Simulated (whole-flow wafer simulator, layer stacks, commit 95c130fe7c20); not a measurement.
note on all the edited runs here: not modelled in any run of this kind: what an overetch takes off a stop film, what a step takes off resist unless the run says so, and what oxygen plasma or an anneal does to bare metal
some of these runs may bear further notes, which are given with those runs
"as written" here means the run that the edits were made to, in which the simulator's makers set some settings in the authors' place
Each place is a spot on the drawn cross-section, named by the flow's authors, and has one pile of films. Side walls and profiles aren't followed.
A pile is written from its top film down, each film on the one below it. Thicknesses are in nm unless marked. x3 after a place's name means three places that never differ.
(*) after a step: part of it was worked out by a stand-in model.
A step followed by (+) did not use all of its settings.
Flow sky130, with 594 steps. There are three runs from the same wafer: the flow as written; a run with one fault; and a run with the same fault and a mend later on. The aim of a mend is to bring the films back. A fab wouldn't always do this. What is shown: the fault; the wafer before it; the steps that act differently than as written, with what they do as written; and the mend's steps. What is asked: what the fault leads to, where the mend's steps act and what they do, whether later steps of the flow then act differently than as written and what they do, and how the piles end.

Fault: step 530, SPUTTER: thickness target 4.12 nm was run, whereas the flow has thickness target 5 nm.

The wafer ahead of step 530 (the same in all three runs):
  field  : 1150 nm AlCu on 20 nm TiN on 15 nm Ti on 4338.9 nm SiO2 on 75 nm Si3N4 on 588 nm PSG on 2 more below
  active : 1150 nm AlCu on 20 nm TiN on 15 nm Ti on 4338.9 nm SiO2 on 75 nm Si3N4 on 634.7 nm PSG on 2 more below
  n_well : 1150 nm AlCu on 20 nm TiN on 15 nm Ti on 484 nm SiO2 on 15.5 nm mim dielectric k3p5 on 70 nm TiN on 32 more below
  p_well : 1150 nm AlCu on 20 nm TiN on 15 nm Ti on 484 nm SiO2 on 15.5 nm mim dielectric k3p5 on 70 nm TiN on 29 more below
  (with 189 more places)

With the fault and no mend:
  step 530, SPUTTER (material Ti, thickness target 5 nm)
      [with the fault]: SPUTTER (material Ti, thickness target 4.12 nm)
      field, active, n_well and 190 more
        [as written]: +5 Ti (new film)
        [with the fault]: +4.12 Ti (new film)
  Later steps of the flow acting differently than as written (not shown: 19 more steps that differ only slightly, by at most 2% or 0.5 nm, whichever is larger):
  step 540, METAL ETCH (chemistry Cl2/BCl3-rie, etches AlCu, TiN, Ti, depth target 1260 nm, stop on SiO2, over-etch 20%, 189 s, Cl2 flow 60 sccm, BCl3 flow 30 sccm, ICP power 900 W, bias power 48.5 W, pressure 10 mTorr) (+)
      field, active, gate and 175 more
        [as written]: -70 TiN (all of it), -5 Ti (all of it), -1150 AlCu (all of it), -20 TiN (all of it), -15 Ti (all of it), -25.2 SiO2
        [with the fault]: -70 TiN (all of it), -4.12 Ti (all of it), -1150 AlCu (all of it), -20 TiN (all of it), -15 Ti (all of it), -25.3 SiO2
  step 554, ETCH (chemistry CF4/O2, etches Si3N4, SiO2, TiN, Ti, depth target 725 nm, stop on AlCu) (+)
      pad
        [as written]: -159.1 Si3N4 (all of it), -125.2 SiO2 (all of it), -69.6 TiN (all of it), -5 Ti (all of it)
        [with the fault]: -159.1 Si3N4 (all of it), -125.2 SiO2 (all of it), -69.6 TiN (all of it), -4.12 Ti (all of it)
  At n_well, p_well, sd_n and 11 more, the piles at the end differ from the flow's by more than 2% or 0.5 nm, whichever is larger.
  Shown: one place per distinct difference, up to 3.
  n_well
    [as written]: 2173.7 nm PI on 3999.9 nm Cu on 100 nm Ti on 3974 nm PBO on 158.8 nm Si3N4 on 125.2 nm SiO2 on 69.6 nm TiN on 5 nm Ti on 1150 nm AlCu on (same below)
    [with the fault]: 2173.8 nm PI on 3999.9 nm Cu on 100 nm Ti on 3974.7 nm PBO on 158.8 nm Si3N4 on 125.2 nm SiO2 on 69.6 nm TiN on 4.12 nm Ti on 1150 nm AlCu on (same below)
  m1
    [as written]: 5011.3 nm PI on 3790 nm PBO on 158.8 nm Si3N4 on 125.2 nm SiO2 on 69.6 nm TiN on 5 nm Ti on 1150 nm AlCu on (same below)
    [with the fault]: 5011.3 nm PI on 3790.7 nm PBO on 158.8 nm Si3N4 on 125.2 nm SiO2 on 69.6 nm TiN on 4.12 nm Ti on 1150 nm AlCu on (same below)
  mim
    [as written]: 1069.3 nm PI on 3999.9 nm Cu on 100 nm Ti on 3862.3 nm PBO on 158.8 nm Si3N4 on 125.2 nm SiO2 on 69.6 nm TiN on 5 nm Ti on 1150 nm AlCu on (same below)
    [with the fault]: 1069.4 nm PI on 3999.9 nm Cu on 100 nm Ti on 3863 nm PBO on 158.8 nm Si3N4 on 125.2 nm SiO2 on 69.6 nm TiN on 4.12 nm Ti on 1150 nm AlCu on (same below)

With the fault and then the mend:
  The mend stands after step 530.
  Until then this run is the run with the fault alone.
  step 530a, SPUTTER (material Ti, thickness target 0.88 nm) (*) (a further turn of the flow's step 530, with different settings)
      field, active, n_well and 190 more
        +0.88 Ti
  Every later step of the flow that is run acts as written at every place that is followed.
  By the end, the piles equal the flow's at every place that both follow.
